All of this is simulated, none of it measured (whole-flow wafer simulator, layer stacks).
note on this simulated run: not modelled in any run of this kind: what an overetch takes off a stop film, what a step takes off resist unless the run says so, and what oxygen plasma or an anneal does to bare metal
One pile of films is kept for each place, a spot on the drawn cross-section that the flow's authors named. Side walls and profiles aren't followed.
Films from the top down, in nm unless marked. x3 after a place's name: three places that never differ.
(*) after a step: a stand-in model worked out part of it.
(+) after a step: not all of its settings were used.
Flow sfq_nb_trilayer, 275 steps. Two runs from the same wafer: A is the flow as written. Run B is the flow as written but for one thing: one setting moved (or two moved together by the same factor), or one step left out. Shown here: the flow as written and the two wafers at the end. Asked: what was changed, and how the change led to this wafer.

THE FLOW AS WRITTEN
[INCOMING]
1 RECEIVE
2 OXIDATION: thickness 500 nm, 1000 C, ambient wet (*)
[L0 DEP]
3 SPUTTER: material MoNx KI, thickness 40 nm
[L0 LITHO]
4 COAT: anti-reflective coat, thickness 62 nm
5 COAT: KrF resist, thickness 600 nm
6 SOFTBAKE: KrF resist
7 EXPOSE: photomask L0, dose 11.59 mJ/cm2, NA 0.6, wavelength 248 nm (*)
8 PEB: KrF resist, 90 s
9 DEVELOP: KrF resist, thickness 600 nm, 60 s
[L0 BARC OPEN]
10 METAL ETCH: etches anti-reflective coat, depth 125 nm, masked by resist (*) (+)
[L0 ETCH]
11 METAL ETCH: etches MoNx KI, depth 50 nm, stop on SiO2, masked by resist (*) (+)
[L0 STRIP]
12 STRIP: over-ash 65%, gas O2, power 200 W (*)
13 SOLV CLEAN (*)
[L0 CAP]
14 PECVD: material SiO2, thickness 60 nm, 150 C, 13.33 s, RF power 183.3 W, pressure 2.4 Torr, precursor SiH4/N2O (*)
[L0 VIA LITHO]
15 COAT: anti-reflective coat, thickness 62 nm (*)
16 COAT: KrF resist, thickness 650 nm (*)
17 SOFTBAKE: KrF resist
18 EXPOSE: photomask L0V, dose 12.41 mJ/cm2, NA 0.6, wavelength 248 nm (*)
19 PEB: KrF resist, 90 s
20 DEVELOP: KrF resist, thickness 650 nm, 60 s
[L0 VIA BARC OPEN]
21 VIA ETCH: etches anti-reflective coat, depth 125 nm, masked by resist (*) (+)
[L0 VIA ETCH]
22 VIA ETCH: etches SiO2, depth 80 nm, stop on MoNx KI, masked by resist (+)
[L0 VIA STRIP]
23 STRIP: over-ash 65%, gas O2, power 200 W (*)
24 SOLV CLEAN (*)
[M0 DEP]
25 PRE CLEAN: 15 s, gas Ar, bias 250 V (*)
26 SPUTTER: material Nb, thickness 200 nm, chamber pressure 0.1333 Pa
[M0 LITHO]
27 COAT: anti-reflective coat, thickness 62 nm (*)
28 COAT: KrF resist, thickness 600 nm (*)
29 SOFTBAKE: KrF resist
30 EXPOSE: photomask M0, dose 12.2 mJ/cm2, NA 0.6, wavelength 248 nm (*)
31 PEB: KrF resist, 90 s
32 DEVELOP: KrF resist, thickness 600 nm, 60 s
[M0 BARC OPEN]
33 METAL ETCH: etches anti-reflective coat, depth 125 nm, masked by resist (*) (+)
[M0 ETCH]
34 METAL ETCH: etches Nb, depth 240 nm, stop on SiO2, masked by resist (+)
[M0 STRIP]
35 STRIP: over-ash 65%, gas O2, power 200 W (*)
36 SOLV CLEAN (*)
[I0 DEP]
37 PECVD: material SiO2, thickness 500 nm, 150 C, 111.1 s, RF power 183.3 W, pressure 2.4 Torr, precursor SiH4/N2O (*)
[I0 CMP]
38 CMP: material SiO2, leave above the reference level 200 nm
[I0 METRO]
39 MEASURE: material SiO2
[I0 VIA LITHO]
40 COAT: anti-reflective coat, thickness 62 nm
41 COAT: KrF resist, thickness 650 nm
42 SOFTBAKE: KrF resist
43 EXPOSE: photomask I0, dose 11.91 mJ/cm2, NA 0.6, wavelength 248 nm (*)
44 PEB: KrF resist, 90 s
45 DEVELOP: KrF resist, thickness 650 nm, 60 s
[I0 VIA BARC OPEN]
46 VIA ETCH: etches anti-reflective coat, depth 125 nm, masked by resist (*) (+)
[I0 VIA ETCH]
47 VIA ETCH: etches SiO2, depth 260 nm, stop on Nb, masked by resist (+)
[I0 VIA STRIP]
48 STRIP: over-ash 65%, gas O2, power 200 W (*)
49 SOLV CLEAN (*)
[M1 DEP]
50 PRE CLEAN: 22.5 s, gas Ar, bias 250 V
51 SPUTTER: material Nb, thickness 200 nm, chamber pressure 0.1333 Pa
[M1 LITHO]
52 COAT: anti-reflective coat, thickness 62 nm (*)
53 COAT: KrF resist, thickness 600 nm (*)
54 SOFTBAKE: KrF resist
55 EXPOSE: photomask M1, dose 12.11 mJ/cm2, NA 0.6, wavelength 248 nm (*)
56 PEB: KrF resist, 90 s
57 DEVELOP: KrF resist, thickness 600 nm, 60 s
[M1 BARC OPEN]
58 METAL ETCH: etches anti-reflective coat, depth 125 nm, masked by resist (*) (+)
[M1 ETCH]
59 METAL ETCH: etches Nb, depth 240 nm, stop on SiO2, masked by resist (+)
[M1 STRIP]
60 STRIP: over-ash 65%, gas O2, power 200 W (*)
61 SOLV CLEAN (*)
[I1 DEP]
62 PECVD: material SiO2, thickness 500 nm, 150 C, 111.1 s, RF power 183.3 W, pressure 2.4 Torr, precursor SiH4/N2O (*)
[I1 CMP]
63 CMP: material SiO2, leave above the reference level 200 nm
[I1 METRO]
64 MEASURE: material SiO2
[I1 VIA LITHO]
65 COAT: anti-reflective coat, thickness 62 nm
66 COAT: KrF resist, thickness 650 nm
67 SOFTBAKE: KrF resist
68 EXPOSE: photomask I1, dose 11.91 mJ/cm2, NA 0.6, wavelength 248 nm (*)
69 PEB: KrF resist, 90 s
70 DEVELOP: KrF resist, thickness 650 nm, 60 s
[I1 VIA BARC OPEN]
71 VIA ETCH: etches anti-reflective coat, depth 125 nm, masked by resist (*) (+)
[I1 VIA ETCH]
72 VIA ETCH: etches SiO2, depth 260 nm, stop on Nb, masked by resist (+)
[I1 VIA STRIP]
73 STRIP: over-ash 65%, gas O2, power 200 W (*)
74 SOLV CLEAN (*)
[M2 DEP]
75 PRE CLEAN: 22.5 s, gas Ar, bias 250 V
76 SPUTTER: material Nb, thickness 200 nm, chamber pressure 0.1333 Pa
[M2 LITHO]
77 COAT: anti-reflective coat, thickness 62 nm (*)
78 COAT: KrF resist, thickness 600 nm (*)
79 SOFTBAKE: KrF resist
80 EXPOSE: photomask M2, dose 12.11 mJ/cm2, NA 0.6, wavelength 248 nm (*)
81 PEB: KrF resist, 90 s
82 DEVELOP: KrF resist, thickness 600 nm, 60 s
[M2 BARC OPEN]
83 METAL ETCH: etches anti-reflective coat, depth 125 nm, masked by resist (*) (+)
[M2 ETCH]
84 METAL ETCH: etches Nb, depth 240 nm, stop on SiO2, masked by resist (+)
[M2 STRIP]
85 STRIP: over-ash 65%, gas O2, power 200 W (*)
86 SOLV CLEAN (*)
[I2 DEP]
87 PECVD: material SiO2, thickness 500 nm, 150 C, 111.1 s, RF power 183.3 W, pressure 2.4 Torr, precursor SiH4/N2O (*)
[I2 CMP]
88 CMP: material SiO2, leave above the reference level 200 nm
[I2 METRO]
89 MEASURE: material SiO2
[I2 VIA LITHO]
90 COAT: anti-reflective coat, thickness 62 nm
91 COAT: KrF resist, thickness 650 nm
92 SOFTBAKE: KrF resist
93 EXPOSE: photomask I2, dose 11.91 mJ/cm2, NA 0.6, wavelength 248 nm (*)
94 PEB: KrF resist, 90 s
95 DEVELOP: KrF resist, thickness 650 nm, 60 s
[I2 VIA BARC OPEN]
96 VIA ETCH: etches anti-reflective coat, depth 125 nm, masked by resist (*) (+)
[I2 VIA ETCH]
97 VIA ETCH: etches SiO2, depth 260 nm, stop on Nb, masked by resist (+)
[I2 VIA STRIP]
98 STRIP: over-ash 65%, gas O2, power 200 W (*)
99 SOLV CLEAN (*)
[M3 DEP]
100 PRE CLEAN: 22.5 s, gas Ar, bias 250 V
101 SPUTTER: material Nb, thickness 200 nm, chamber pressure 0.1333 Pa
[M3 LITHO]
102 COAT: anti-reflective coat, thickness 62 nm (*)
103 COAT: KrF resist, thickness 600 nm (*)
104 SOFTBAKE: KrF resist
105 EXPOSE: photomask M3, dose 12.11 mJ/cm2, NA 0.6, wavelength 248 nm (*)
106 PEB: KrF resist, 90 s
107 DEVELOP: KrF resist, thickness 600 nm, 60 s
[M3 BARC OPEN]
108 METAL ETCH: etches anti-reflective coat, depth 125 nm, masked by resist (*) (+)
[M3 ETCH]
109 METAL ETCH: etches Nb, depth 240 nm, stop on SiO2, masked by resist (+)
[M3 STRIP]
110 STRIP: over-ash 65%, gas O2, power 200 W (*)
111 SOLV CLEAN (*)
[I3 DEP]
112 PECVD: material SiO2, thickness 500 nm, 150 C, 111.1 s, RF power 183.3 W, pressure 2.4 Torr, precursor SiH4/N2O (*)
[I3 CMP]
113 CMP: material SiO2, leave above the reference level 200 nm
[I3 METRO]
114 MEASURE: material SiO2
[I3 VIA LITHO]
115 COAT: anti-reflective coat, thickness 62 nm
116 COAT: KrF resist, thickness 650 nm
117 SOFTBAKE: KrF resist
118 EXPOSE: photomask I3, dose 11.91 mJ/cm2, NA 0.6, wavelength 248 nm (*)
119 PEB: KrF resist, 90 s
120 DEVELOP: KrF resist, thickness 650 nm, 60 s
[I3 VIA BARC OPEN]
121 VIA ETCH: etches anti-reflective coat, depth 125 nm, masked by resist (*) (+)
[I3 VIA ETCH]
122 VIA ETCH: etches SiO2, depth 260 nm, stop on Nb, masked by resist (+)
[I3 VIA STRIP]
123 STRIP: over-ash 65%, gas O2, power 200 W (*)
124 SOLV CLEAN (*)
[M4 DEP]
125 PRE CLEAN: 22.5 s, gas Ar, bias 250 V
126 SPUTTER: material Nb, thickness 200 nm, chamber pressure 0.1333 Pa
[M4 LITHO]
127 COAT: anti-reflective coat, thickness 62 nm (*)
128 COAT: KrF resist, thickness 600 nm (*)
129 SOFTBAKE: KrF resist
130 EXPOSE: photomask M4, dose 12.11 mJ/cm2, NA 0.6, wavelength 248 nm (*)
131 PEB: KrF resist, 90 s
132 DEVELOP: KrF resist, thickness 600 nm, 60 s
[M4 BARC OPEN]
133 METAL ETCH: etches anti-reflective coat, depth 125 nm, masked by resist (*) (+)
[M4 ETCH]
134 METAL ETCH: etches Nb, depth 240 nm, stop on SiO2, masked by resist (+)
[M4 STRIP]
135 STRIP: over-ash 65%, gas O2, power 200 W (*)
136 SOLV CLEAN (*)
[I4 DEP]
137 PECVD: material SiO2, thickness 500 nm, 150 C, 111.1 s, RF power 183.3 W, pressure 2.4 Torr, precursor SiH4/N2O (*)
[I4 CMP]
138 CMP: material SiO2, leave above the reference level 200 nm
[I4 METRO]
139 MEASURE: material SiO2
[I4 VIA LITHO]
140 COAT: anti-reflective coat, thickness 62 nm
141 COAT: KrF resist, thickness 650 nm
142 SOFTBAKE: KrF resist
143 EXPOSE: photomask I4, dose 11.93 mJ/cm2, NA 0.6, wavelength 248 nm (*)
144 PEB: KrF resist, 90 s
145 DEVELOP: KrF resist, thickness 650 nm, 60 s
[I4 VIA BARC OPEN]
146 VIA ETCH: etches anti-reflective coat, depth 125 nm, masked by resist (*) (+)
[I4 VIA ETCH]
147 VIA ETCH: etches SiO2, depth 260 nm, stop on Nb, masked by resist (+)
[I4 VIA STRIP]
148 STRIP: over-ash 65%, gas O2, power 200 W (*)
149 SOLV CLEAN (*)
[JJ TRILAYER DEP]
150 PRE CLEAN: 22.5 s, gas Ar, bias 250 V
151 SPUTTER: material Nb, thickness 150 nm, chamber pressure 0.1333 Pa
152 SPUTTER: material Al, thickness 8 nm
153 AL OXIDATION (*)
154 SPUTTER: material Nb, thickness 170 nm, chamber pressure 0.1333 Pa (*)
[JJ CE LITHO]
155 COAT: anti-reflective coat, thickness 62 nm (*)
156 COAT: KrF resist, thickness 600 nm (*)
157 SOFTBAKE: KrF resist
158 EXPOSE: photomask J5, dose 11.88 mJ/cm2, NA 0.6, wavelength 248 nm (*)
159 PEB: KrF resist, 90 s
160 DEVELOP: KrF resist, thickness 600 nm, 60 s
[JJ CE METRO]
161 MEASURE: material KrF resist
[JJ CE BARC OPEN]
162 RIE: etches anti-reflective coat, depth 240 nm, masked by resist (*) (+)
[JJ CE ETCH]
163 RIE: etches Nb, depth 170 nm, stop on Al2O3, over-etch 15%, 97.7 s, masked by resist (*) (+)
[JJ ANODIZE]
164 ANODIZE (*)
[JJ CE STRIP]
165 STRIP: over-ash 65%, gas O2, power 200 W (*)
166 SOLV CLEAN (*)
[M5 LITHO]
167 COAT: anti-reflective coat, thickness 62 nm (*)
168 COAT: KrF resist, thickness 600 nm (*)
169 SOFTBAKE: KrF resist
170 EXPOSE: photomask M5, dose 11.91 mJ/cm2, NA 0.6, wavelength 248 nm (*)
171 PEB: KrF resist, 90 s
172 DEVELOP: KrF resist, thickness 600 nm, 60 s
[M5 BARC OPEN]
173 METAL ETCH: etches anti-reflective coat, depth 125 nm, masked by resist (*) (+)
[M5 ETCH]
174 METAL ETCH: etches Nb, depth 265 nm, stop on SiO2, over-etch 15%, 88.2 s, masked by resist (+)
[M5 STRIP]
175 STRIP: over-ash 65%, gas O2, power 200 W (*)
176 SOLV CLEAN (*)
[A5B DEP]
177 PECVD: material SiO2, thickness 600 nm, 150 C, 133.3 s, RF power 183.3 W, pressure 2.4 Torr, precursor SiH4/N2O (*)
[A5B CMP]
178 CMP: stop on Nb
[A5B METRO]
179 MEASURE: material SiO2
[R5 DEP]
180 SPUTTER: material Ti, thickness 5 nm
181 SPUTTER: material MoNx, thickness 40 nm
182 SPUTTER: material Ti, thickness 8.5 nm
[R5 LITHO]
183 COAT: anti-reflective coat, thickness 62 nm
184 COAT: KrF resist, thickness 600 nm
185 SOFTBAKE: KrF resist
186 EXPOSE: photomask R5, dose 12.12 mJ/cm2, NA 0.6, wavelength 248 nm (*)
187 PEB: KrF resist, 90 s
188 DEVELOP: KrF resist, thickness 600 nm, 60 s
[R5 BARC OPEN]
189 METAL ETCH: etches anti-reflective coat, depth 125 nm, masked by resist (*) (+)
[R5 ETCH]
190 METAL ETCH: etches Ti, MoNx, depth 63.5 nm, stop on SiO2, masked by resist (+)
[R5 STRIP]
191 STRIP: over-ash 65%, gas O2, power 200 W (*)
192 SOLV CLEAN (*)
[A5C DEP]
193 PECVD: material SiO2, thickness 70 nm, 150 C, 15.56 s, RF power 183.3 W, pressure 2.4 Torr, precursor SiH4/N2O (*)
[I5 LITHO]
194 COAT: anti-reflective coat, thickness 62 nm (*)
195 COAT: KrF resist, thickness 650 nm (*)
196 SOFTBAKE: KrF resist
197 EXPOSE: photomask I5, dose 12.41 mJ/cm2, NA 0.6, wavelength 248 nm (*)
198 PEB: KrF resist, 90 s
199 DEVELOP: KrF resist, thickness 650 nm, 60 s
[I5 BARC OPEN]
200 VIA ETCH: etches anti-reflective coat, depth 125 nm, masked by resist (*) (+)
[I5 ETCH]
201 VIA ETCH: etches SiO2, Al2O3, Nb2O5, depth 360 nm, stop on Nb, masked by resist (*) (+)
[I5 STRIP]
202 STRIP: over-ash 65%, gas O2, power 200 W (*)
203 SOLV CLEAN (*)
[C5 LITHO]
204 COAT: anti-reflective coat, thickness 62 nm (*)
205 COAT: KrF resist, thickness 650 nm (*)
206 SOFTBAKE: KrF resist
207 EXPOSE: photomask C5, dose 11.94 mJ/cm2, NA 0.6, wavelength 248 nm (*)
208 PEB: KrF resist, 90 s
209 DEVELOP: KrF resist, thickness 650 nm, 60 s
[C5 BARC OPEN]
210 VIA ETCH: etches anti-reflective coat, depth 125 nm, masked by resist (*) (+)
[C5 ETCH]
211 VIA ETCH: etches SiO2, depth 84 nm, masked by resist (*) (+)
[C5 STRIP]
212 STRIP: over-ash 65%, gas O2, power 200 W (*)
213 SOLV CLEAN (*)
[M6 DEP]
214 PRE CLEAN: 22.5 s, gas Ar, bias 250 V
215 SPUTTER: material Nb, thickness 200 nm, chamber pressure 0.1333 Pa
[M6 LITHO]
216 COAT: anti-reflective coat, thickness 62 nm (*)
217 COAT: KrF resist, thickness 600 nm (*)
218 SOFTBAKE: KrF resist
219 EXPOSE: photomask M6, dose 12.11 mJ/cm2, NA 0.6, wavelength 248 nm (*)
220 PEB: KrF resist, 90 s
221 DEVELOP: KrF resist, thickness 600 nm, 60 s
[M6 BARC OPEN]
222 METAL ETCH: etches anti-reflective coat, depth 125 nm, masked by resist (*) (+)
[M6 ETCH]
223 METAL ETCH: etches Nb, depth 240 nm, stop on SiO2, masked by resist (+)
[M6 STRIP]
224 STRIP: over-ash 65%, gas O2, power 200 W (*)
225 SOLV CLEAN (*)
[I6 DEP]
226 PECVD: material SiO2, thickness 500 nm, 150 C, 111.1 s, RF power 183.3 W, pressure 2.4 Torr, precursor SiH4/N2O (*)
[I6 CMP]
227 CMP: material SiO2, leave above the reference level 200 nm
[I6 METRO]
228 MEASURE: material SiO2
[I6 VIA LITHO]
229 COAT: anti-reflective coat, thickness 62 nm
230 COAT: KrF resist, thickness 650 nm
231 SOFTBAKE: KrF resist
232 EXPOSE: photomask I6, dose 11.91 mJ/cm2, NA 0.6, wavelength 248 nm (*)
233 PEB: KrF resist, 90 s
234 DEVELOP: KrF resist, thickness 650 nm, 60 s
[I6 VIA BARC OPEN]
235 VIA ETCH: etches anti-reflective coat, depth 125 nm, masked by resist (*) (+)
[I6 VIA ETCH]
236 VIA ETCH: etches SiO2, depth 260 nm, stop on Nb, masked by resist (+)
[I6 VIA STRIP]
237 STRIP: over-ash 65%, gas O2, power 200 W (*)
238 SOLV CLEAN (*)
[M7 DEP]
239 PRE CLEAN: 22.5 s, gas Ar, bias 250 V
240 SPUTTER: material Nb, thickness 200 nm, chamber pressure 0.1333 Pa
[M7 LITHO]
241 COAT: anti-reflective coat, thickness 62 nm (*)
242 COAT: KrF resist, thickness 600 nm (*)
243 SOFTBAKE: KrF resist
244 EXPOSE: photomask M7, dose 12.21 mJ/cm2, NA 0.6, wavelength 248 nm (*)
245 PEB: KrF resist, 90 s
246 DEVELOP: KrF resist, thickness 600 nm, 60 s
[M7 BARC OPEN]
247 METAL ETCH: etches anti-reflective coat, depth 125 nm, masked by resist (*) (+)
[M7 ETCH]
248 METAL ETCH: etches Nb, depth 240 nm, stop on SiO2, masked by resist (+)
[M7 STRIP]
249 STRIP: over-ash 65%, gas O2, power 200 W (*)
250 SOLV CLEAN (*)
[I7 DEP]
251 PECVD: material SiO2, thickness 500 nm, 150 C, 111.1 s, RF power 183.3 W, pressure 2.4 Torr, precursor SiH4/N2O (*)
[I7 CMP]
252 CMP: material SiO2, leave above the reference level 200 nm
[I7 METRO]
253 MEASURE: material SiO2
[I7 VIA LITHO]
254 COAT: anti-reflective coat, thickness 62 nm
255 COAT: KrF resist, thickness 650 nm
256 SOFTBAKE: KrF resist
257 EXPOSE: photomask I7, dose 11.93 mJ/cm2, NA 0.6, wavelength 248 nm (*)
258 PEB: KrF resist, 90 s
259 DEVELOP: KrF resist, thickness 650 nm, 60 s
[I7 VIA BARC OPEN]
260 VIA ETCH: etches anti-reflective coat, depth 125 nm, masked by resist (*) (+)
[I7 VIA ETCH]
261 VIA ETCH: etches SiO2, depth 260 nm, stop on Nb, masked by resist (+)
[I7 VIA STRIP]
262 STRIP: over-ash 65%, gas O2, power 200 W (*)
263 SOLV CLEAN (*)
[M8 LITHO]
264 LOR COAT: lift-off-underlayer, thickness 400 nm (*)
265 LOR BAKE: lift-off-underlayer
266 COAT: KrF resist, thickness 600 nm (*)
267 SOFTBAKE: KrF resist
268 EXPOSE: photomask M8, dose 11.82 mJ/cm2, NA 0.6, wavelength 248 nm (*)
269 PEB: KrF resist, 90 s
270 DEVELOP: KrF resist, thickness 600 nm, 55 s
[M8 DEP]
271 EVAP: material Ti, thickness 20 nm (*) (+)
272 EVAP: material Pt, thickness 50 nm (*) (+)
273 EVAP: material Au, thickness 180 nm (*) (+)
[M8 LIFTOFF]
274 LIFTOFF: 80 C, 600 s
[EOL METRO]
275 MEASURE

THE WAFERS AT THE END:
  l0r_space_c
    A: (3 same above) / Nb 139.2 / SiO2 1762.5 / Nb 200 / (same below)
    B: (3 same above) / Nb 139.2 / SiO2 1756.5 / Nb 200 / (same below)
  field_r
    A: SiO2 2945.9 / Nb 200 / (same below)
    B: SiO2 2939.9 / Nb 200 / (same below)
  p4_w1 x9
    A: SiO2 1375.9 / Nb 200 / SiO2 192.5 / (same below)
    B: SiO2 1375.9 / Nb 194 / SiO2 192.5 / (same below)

The cause: step 126, SPUTTER: thickness 194 nm was run, where the flow has thickness 200 nm.
It can be read off the wafer: p4_w1 x9 has Nb 194, and step 126 as written asks for 200 nm.

How the change led to this, step by step:
  126 SPUTTER: material Nb, thickness 200 nm, chamber pressure 0.1333 Pa
      field_l, v_sur, via_wl and 102 more: A Nb +200 (new film) | B Nb +194 (new film)
      via_v: A Nb +165.5 | B Nb +160.5
  134 METAL ETCH: etches Nb, depth 240 nm, stop on SiO2, masked by resist (+)
      field_l, be, be_sur and 64 more: A Nb -200 (all of it) | B Nb -194 (all of it)
  138 CMP: material SiO2, leave above the reference level 200 nm
      field_l, be, be_sur and 55 more: A SiO2 -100 | B SiO2 -106
      lsp_r, l0_sur, l0v: A SiO2 -91.9 | B SiO2 -98.2
